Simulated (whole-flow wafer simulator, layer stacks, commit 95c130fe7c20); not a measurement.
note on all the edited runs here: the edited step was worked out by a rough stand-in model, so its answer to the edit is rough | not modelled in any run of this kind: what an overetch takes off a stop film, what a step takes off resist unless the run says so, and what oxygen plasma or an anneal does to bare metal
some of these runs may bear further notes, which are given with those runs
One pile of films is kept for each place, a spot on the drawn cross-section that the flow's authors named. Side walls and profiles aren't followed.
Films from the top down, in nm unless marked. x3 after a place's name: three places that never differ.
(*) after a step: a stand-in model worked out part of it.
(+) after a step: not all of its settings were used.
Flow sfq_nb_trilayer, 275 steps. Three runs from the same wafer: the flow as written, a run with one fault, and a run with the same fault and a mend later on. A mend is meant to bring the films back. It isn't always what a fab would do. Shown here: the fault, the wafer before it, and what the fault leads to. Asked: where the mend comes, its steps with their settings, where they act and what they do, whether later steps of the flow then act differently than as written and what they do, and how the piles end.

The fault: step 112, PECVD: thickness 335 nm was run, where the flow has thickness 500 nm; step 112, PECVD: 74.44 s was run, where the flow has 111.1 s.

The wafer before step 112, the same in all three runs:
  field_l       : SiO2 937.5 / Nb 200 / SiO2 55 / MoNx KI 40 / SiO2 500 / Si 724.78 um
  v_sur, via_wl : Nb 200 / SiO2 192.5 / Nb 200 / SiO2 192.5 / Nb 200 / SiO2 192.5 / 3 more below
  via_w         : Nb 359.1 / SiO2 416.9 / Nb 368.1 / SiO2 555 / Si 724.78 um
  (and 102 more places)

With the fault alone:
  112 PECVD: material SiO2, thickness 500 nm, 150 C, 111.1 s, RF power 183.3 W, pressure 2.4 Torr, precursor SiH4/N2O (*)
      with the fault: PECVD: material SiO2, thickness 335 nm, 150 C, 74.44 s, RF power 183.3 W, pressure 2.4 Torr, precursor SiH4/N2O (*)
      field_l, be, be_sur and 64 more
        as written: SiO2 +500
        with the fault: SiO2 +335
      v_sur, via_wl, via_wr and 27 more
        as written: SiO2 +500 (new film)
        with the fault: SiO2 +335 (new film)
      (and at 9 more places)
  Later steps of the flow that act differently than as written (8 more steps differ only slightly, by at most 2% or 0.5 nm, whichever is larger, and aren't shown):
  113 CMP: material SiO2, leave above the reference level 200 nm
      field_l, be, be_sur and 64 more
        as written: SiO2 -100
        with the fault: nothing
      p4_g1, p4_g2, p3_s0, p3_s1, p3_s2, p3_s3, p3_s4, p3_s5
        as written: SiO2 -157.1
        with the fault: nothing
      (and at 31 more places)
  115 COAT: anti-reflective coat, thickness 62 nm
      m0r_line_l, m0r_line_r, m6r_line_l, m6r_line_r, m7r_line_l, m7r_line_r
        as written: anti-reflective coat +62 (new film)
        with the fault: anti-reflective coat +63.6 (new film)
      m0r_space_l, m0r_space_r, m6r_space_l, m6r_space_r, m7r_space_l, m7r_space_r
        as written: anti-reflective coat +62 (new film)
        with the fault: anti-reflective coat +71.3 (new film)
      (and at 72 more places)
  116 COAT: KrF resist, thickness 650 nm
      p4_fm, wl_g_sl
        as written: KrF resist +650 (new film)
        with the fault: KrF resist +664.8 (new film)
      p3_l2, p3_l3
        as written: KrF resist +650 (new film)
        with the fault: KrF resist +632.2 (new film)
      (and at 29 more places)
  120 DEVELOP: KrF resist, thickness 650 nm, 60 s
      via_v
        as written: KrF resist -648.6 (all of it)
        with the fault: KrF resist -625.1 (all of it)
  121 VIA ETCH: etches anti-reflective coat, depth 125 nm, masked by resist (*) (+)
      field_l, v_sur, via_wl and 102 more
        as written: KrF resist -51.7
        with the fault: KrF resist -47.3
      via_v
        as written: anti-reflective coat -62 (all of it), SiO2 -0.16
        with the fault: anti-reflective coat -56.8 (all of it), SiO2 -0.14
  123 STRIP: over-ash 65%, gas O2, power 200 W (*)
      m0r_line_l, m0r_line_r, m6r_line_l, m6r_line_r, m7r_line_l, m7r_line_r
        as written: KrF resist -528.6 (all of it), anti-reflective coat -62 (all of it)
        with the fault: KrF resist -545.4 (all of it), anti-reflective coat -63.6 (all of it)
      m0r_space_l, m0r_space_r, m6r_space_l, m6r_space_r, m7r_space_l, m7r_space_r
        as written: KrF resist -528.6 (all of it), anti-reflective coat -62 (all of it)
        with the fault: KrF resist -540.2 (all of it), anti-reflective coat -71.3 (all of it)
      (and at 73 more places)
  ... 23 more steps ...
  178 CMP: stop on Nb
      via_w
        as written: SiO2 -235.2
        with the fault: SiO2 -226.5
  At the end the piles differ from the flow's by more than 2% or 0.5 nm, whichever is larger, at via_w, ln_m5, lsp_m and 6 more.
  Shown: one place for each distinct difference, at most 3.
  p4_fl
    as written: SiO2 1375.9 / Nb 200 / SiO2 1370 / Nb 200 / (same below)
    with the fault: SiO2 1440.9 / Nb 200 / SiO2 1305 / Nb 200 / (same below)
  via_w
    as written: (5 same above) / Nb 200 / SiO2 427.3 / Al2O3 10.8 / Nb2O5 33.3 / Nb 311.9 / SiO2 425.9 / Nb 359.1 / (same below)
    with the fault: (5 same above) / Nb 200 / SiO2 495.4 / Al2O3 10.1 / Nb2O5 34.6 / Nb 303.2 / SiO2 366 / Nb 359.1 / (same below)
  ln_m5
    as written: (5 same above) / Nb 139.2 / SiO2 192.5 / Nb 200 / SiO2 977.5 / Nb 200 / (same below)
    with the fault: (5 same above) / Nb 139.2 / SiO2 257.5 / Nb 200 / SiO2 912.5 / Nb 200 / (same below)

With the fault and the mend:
  The mend comes after step 112.
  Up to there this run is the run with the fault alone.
  112a PECVD: material SiO2, thickness 165 nm, 150 C, 36.67 s, RF power 183.3 W, pressure 2.4 Torr, precursor SiH4/N2O (the flow's step 112 once more, with other settings)
      field_l, v_sur, via_wl and 102 more
        SiO2 +165
      via_w
        SiO2 +154.7
  Later steps of the flow that act differently than as written:
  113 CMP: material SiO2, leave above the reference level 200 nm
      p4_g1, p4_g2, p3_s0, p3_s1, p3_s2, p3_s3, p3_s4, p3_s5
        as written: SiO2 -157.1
        with the mend: SiO2 -100
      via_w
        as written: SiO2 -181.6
        with the mend: SiO2 -94.7
  At the end the piles are the same as the flow's at every place that both follow.
